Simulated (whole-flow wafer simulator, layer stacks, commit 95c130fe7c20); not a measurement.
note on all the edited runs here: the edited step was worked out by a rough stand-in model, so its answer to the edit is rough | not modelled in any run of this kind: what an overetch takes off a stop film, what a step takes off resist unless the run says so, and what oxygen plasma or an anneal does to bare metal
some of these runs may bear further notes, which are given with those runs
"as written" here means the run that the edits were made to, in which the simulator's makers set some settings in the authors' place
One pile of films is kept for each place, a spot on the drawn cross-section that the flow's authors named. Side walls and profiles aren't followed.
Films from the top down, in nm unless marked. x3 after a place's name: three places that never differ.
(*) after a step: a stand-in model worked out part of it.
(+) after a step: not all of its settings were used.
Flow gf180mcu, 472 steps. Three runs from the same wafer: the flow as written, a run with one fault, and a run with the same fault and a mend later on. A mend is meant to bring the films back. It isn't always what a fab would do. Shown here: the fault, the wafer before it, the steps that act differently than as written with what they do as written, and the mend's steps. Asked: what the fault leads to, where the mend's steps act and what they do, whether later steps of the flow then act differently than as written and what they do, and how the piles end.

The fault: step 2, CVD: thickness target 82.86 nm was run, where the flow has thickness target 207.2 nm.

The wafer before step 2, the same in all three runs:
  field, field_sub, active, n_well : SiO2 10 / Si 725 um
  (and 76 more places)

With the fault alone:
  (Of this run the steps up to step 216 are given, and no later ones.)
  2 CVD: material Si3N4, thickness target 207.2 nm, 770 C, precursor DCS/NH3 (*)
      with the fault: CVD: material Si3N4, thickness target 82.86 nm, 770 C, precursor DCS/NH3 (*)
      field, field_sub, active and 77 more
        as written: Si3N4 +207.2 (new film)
        with the fault: Si3N4 +82.9 (new film)
  Later steps of the flow that act differently than as written (6 more steps differ only slightly, by at most 2% or 0.5 nm, whichever is larger, and aren't shown):
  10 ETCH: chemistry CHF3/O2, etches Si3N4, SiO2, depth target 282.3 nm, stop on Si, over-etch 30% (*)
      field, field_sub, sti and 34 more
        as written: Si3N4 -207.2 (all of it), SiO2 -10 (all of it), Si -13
        with the fault: Si3N4 -82.9 (all of it), SiO2 -10 (all of it), Si -37.9
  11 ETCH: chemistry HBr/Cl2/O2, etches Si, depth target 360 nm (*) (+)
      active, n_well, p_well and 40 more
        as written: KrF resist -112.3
        with the fault: KrF resist -104
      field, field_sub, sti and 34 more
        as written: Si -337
        with the fault: Si -312.1
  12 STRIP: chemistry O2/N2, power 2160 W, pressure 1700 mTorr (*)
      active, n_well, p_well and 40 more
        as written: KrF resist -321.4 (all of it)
        with the fault: KrF resist -329.7 (all of it)
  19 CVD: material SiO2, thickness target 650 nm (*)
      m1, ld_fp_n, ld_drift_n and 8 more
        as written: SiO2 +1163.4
        with the fault: SiO2 +1039.1
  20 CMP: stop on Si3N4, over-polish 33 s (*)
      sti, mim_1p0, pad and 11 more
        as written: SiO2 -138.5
        with the fault: SiO2 -262.8
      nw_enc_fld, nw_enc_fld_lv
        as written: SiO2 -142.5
        with the fault: SiO2 -266.8
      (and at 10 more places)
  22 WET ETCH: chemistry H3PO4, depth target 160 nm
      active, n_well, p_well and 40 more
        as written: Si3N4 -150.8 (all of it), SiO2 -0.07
        with the fault: Si3N4 -26.5 (all of it), SiO2 -1.04
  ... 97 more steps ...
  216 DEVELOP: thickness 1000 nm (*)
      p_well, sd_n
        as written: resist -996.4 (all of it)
        with the fault: resist -885.8 (all of it)
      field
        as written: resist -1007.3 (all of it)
        with the fault: resist -1028.1 (all of it)
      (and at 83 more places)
  After step 216 the piles differ from the flow's by more than 2% or 0.5 nm, whichever is larger, at field, field__w1, field__w2 and 68 more.
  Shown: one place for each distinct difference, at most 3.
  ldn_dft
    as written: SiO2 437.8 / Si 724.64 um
    with the fault: SiO2 50 / Si3N4 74 / SiO2 268 / Si 724.63 um
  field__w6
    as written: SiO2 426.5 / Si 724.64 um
    with the fault: SiO2 58.6 / poly-Si 30 / SiO2 249.3 / Si 724.63 um
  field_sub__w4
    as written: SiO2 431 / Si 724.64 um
    with the fault: SiO2 58.9 / poly-Si 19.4 / SiO2 253.6 / Si 724.63 um

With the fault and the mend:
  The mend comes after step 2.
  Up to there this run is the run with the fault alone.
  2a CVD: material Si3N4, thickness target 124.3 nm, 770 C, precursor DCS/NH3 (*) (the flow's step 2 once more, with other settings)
      field, field_sub, active and 77 more
        Si3N4 +124.3
  No later step of the flow acts differently than as written at any place that is followed.
  At the end the piles are the same as the flow's at every place that both follow.
